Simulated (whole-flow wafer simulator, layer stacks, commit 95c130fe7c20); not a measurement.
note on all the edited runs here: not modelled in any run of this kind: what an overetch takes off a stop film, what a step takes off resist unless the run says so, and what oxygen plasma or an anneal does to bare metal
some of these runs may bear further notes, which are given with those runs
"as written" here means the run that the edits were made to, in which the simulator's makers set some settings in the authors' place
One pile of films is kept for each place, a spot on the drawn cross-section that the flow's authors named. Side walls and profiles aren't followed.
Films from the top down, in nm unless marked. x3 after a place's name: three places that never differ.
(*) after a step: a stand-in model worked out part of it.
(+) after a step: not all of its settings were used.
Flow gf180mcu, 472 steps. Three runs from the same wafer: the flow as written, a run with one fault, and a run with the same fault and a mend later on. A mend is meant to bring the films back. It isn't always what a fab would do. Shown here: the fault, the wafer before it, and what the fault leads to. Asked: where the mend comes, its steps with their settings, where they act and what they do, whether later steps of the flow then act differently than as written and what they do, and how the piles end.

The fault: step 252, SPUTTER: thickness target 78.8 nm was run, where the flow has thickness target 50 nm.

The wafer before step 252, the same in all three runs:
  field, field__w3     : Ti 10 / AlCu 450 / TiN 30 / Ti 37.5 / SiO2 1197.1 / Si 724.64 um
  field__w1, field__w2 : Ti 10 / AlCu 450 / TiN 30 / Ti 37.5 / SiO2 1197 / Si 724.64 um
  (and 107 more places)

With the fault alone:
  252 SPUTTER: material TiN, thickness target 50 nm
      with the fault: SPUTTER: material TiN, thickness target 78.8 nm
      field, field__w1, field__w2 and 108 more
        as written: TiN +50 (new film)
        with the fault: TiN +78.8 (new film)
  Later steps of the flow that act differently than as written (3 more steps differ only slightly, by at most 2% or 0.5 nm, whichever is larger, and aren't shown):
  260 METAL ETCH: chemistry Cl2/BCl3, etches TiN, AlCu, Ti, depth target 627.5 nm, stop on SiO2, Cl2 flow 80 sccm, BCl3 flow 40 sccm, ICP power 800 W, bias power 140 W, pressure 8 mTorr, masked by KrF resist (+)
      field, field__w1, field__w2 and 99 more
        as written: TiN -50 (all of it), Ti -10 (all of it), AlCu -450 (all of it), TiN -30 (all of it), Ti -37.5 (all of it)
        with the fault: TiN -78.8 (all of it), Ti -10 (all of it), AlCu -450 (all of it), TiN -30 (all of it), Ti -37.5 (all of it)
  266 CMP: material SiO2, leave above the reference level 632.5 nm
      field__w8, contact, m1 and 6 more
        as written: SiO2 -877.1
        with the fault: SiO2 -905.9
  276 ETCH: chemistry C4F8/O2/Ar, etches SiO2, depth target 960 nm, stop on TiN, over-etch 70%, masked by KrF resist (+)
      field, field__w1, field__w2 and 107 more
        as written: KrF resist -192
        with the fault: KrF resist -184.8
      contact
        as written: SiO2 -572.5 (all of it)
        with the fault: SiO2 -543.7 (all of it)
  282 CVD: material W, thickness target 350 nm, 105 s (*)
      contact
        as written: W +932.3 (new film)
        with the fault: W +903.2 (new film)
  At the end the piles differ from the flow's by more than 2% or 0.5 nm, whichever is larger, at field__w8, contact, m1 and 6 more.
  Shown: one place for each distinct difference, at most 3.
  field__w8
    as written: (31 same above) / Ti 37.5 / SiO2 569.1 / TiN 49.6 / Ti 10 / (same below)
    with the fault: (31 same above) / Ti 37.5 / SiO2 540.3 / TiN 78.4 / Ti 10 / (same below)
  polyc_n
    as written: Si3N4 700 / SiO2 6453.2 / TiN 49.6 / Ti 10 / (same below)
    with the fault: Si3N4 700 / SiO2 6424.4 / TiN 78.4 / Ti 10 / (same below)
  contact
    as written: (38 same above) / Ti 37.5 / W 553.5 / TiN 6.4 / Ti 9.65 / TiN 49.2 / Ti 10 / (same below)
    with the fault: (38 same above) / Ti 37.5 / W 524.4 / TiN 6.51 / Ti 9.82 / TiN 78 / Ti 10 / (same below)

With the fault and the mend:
  The mend comes after step 252.
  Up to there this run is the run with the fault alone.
  252a METAL ETCH: chemistry Cl2/BCl3, etches TiN, AlCu, Ti, depth target 28.8 nm, Cl2 flow 80 sccm, BCl3 flow 40 sccm, ICP power 800 W, bias power 140 W, pressure 8 mTorr
      field, field__w1, field__w2 and 108 more
        TiN -28.8
  No later step of the flow acts differently than as written at any place that is followed.
  At the end the piles are the same as the flow's at every place that both follow.
